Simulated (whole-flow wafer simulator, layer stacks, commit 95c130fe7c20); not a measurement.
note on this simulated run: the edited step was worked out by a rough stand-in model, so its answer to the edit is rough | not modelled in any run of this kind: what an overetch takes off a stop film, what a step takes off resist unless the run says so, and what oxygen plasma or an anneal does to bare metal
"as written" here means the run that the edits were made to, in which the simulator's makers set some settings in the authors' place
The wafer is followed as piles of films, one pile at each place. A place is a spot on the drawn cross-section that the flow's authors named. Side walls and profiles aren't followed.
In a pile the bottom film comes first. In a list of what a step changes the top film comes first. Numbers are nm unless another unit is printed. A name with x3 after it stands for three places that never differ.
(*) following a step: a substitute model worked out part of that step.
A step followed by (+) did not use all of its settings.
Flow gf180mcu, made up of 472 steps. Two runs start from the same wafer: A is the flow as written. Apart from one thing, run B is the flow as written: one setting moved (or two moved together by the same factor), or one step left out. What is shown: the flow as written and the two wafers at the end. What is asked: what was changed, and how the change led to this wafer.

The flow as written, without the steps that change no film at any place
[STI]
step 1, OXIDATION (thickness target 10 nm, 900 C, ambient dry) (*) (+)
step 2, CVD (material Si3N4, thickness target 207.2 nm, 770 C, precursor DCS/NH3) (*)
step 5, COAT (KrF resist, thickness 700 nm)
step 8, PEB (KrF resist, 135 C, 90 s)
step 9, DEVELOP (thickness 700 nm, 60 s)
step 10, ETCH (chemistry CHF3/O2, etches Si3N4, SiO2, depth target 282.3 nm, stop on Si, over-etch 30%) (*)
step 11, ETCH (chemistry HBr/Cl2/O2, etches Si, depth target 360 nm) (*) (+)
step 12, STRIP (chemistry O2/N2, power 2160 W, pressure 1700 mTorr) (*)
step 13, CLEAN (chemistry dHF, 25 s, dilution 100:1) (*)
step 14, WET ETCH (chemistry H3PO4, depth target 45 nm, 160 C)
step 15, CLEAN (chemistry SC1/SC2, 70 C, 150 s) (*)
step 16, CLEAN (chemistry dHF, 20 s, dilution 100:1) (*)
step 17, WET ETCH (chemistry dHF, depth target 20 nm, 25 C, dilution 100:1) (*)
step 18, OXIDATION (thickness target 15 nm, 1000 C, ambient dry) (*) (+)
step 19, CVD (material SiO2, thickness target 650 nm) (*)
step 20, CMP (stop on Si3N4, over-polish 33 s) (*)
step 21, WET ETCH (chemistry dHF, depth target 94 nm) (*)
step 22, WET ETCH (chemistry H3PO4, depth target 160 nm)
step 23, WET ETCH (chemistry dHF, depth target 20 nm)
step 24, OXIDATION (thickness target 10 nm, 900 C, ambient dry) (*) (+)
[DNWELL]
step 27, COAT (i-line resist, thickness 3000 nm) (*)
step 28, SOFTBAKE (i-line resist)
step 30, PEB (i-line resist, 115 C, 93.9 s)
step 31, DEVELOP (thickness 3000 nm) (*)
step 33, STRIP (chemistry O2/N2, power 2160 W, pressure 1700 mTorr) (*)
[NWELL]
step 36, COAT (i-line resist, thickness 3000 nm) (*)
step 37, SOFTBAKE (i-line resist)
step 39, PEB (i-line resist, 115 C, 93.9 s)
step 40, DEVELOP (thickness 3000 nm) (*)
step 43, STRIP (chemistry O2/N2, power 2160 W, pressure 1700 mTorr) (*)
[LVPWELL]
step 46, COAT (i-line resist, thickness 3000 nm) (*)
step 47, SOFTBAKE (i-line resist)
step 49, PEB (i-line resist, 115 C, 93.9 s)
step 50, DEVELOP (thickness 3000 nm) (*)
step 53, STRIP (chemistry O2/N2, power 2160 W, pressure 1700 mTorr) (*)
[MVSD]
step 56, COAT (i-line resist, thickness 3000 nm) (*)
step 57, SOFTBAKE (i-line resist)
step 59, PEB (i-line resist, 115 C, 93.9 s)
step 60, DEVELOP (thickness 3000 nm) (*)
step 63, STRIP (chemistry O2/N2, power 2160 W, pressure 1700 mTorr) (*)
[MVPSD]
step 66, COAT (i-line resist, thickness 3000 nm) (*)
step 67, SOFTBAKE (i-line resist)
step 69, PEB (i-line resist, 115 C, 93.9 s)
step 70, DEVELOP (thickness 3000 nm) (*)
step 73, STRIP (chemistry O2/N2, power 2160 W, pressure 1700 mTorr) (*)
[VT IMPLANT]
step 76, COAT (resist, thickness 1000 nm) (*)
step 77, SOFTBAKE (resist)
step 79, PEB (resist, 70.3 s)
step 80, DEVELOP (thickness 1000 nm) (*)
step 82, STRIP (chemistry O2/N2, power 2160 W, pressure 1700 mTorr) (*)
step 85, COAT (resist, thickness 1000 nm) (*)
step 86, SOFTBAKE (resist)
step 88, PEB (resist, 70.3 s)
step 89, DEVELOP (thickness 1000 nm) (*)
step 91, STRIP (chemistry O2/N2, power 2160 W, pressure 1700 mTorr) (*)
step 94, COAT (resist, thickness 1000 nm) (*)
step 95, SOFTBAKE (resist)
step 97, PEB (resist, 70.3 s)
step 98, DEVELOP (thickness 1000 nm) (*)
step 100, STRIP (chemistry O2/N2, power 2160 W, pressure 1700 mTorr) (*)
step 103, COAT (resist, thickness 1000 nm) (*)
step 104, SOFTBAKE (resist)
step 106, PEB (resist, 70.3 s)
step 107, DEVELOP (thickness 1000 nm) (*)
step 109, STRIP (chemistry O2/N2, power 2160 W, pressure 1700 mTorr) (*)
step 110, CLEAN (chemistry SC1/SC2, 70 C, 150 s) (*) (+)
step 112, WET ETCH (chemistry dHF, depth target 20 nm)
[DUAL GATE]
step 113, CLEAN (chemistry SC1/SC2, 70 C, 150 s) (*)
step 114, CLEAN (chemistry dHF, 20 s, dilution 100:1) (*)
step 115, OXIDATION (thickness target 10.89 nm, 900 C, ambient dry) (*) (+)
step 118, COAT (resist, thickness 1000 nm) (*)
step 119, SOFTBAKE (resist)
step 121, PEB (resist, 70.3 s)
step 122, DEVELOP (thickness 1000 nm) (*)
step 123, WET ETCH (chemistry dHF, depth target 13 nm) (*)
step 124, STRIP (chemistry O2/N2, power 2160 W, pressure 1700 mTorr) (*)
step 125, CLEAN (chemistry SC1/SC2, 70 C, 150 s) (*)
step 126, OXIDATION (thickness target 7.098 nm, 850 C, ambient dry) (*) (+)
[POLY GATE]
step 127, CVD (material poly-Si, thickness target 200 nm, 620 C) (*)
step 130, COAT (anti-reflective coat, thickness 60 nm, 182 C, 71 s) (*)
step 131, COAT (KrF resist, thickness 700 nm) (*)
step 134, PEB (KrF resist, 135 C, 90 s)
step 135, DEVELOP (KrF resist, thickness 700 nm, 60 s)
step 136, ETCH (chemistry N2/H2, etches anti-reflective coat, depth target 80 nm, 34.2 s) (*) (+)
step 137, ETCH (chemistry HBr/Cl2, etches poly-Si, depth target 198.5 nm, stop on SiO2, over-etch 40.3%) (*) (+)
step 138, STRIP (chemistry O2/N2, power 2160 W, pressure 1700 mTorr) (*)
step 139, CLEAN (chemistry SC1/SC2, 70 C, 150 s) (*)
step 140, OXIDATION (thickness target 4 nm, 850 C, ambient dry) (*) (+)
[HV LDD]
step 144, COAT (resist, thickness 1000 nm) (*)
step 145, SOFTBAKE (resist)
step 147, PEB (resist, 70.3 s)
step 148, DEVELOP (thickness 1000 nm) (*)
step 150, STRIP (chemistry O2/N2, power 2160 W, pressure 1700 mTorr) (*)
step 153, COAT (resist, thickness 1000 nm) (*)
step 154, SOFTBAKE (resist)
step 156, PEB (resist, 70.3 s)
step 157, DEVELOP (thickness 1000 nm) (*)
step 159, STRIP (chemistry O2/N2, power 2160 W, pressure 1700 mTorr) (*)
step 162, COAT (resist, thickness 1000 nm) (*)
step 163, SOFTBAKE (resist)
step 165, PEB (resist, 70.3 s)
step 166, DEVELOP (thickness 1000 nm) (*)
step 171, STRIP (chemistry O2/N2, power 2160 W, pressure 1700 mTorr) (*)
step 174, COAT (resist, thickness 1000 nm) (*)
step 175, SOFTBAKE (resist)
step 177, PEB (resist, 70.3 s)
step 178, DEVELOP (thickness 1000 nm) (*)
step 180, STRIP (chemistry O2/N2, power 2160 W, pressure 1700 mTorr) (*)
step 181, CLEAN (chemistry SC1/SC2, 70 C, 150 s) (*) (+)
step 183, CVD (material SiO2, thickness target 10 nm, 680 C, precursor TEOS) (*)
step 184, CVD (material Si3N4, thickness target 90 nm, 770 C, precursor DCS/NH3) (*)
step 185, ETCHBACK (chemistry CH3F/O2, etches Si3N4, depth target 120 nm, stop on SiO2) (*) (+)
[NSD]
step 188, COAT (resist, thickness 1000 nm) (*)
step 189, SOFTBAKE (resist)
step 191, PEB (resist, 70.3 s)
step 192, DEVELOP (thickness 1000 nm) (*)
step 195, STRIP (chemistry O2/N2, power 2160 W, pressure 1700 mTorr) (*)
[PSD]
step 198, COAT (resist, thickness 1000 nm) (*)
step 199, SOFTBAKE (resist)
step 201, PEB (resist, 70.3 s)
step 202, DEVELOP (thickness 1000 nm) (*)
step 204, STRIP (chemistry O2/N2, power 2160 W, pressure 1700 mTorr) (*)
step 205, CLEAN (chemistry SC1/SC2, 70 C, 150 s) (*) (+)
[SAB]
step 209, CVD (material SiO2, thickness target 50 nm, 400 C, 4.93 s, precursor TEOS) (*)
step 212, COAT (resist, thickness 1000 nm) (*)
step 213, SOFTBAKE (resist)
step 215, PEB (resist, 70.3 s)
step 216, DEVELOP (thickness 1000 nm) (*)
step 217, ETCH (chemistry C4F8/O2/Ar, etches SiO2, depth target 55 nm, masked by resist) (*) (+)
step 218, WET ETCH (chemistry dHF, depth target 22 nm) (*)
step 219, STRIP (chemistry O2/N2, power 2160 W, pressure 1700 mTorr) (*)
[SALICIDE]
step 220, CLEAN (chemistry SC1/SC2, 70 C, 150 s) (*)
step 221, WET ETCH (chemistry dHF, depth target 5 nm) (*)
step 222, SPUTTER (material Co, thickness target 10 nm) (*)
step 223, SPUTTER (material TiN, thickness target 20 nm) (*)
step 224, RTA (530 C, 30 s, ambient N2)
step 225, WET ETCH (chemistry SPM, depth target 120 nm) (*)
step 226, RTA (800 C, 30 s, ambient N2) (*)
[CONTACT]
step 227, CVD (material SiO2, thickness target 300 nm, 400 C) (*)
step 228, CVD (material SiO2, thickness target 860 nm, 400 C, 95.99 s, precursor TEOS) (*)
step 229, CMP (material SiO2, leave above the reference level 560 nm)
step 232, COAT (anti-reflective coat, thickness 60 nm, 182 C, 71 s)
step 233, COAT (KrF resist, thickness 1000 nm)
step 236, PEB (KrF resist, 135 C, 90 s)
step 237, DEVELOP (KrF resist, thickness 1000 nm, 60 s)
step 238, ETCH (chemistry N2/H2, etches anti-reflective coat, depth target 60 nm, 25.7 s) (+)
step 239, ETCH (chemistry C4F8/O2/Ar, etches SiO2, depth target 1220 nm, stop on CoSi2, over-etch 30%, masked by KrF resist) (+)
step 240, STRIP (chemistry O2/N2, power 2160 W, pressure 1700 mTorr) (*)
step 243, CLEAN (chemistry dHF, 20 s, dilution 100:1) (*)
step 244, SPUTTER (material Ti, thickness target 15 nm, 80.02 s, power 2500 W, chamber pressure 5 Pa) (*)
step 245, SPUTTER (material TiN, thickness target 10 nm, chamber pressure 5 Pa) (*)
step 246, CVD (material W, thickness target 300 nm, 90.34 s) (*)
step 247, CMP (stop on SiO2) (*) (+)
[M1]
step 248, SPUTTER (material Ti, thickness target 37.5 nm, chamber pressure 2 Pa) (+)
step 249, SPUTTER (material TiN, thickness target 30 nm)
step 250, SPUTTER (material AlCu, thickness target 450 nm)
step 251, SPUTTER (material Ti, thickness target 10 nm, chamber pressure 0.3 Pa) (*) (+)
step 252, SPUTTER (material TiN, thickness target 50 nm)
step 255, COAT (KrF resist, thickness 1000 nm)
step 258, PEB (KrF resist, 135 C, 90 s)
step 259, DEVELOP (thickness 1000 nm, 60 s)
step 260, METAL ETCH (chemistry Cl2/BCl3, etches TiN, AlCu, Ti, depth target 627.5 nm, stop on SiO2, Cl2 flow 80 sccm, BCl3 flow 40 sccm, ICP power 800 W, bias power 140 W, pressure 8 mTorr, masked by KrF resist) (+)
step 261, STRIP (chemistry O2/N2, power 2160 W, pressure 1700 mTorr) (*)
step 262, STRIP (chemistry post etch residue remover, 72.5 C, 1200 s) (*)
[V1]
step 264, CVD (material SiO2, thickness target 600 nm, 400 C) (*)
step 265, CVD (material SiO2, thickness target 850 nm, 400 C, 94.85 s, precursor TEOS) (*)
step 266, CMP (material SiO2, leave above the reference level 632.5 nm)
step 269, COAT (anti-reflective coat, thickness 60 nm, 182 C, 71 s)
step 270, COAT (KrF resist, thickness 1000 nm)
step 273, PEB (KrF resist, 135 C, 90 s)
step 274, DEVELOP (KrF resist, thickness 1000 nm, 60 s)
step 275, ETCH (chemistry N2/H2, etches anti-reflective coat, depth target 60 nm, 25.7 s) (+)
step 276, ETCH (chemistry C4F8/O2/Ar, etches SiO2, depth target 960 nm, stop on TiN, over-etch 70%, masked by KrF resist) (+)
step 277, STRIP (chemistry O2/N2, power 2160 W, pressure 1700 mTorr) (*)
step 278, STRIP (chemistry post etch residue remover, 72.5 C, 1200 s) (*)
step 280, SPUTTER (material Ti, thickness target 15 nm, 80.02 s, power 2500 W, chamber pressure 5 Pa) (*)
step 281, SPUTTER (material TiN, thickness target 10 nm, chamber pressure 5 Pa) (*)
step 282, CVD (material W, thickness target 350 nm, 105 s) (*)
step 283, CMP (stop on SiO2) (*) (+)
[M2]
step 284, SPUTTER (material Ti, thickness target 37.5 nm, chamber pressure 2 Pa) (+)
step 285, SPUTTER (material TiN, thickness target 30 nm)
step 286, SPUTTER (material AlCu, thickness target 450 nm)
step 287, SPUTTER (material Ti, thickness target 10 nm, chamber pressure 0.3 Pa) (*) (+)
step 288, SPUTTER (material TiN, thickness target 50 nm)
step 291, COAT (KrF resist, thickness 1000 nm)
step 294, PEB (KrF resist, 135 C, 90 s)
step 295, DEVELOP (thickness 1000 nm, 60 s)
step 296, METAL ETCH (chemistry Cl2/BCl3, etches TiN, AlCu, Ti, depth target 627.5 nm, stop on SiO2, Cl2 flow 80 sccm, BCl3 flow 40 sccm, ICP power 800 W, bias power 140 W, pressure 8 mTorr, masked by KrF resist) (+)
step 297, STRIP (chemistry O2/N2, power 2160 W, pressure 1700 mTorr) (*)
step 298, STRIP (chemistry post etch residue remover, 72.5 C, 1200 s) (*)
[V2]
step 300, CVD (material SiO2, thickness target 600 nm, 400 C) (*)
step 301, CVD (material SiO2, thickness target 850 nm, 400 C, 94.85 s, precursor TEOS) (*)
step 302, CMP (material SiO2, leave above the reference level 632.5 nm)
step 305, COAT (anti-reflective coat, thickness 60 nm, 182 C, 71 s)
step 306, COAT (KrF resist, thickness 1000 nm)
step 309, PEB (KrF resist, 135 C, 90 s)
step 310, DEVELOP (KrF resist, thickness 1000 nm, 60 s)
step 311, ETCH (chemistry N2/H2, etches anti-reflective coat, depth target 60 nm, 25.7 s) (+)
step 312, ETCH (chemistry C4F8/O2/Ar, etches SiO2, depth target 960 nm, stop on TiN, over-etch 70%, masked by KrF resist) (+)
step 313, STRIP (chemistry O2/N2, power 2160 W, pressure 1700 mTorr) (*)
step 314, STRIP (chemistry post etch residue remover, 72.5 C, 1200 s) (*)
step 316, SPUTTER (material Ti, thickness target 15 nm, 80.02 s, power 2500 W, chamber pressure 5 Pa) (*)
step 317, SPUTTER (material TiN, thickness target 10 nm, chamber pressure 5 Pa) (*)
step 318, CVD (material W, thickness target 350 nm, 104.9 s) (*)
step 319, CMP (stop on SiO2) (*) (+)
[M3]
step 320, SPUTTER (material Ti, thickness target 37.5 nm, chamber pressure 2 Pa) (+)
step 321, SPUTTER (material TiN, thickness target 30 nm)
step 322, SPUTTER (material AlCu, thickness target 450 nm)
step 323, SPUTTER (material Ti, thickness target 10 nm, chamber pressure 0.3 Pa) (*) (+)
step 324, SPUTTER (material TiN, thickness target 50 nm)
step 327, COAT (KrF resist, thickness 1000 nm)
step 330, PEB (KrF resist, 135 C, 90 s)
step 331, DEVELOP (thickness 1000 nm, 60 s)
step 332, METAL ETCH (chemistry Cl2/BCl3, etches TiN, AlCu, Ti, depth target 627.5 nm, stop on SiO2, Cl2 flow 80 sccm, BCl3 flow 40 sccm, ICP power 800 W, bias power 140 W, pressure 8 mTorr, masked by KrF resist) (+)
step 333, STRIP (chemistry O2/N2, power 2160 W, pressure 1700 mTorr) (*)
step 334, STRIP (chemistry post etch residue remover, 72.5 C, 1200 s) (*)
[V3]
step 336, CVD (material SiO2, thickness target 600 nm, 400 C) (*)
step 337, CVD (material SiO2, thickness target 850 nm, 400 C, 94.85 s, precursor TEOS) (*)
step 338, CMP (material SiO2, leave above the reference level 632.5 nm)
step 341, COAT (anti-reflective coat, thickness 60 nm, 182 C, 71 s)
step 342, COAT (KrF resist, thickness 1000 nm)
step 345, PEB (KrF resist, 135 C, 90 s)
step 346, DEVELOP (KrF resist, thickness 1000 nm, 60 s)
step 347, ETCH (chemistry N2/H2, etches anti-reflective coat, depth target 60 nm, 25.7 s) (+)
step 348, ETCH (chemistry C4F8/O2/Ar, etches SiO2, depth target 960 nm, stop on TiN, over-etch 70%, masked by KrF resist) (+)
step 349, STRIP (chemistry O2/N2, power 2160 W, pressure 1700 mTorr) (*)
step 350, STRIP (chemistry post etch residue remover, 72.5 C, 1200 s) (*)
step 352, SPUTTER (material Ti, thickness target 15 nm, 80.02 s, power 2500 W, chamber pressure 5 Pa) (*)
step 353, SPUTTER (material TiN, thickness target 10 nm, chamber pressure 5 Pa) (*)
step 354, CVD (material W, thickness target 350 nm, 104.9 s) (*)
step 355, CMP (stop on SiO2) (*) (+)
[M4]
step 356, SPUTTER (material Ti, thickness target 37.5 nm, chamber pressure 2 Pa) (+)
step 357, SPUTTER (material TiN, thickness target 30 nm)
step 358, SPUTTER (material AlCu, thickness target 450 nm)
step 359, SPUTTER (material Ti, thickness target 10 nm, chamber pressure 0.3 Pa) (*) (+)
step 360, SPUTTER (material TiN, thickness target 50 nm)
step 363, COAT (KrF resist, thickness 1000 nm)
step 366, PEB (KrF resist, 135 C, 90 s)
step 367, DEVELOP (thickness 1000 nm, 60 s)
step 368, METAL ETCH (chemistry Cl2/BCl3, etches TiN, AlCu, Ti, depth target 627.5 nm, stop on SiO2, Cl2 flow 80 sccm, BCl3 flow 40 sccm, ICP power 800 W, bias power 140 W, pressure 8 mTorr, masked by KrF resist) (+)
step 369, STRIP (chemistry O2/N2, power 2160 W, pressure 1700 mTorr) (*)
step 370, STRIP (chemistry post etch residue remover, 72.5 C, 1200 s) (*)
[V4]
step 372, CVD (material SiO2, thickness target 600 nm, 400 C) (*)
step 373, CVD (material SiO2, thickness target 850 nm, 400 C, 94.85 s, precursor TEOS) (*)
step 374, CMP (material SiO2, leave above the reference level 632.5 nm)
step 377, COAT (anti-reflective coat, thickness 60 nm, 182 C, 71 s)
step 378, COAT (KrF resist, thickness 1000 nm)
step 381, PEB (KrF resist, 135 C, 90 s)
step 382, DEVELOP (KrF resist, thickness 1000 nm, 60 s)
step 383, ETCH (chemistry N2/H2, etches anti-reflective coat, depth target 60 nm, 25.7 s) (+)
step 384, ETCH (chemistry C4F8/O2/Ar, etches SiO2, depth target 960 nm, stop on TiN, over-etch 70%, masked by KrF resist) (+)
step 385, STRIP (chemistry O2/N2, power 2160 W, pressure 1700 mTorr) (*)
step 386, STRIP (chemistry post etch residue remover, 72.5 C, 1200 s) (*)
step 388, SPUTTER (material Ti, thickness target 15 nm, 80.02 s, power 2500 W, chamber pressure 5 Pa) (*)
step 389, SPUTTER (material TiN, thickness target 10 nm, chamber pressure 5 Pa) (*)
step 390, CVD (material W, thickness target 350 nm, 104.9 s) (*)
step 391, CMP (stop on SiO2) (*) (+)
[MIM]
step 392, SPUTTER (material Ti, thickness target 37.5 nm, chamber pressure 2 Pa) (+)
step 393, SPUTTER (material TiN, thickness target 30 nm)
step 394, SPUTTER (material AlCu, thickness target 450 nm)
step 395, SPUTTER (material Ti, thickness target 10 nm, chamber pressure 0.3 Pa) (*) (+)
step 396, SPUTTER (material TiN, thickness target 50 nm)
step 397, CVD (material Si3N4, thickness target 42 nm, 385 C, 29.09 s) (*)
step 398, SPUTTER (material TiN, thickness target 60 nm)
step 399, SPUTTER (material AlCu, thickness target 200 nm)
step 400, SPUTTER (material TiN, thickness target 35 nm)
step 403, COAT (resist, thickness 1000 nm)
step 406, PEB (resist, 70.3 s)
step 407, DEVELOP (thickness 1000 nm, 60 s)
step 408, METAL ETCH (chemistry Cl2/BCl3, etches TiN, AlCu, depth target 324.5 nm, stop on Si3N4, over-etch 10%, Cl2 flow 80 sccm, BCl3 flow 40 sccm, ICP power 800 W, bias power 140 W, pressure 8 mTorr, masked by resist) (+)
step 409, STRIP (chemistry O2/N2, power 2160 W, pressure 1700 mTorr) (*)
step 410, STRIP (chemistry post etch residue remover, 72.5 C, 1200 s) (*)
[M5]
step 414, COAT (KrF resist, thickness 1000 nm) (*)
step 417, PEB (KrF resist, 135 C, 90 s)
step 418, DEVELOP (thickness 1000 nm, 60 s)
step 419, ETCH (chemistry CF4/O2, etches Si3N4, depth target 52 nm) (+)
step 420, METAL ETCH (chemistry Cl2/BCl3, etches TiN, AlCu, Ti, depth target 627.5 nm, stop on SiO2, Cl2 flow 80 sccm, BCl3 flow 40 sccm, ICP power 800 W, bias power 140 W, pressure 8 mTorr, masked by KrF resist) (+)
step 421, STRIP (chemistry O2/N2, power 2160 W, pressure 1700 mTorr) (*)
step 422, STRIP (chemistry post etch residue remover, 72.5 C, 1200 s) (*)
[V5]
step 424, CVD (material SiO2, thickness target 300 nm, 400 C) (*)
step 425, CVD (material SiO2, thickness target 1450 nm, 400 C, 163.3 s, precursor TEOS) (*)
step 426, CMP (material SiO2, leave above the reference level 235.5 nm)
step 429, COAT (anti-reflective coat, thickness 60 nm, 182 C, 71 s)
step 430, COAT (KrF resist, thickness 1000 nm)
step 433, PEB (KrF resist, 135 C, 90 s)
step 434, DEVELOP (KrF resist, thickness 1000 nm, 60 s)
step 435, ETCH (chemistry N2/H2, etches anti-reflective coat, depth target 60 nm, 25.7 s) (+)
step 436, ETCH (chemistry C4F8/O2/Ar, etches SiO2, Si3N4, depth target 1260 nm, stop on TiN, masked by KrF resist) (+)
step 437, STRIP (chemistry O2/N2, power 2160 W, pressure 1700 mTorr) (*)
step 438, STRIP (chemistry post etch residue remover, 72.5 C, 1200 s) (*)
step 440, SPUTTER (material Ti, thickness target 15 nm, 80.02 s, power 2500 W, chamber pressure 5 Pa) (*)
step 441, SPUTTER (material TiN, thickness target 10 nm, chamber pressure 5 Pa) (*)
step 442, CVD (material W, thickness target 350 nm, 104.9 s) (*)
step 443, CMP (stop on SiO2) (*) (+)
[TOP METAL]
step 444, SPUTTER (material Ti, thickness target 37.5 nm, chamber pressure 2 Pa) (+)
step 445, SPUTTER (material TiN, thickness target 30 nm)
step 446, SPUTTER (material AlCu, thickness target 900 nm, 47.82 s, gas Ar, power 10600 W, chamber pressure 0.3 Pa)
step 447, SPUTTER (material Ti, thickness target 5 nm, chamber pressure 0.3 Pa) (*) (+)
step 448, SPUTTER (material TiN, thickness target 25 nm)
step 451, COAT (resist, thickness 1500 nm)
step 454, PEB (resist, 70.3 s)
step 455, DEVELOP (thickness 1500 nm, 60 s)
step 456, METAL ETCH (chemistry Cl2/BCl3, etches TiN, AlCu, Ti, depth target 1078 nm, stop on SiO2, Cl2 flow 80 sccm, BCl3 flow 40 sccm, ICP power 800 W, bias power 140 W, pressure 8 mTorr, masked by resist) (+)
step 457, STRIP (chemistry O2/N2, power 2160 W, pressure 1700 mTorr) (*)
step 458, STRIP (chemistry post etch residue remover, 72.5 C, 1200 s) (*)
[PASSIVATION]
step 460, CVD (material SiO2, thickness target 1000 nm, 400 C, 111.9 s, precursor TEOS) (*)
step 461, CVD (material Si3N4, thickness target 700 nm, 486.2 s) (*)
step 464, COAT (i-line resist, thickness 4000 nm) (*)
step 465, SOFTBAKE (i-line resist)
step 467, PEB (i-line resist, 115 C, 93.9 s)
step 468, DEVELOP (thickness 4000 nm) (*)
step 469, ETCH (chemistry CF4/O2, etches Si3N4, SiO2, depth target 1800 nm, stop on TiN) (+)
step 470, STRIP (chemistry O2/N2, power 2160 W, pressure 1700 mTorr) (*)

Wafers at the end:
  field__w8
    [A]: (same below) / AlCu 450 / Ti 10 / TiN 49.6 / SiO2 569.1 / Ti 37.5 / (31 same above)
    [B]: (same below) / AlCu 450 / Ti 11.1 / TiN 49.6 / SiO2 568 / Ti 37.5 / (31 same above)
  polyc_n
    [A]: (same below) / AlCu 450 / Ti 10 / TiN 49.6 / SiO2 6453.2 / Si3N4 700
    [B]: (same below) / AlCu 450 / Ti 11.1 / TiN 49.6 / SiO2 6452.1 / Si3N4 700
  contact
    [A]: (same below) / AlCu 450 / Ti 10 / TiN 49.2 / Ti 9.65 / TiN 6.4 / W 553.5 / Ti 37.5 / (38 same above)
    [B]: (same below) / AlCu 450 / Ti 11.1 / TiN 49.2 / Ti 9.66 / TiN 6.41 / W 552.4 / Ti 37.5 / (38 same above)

Cause: step 251, SPUTTER: thickness target 11.1 nm was run, whereas the flow has thickness target 10 nm.
The wafer lets one read it off: field__w8 has Ti 11.1, and step 251 as written asks for 10 nm.

How this came from the change, step by step:
  step 251, SPUTTER (material Ti, thickness target 10 nm, chamber pressure 0.3 Pa) (*) (+)
      field, field__w1, field__w2 and 108 more: A +10 Ti (new film) | B +11.1 Ti (new film)
  step 260, METAL ETCH (chemistry Cl2/BCl3, etches TiN, AlCu, Ti, depth target 627.5 nm, stop on SiO2, Cl2 flow 80 sccm, BCl3 flow 40 sccm, ICP power 800 W, bias power 140 W, pressure 8 mTorr, masked by KrF resist) (+)
      field, field__w1, field__w2 and 99 more: A -50 TiN (all of it), -10 Ti (all of it), -450 AlCu (all of it), -30 TiN (all of it), -37.5 Ti (all of it) | B -50 TiN (all of it), -11.1 Ti (all of it), -450 AlCu (all of it), -30 TiN (all of it), -37.5 Ti (all of it)
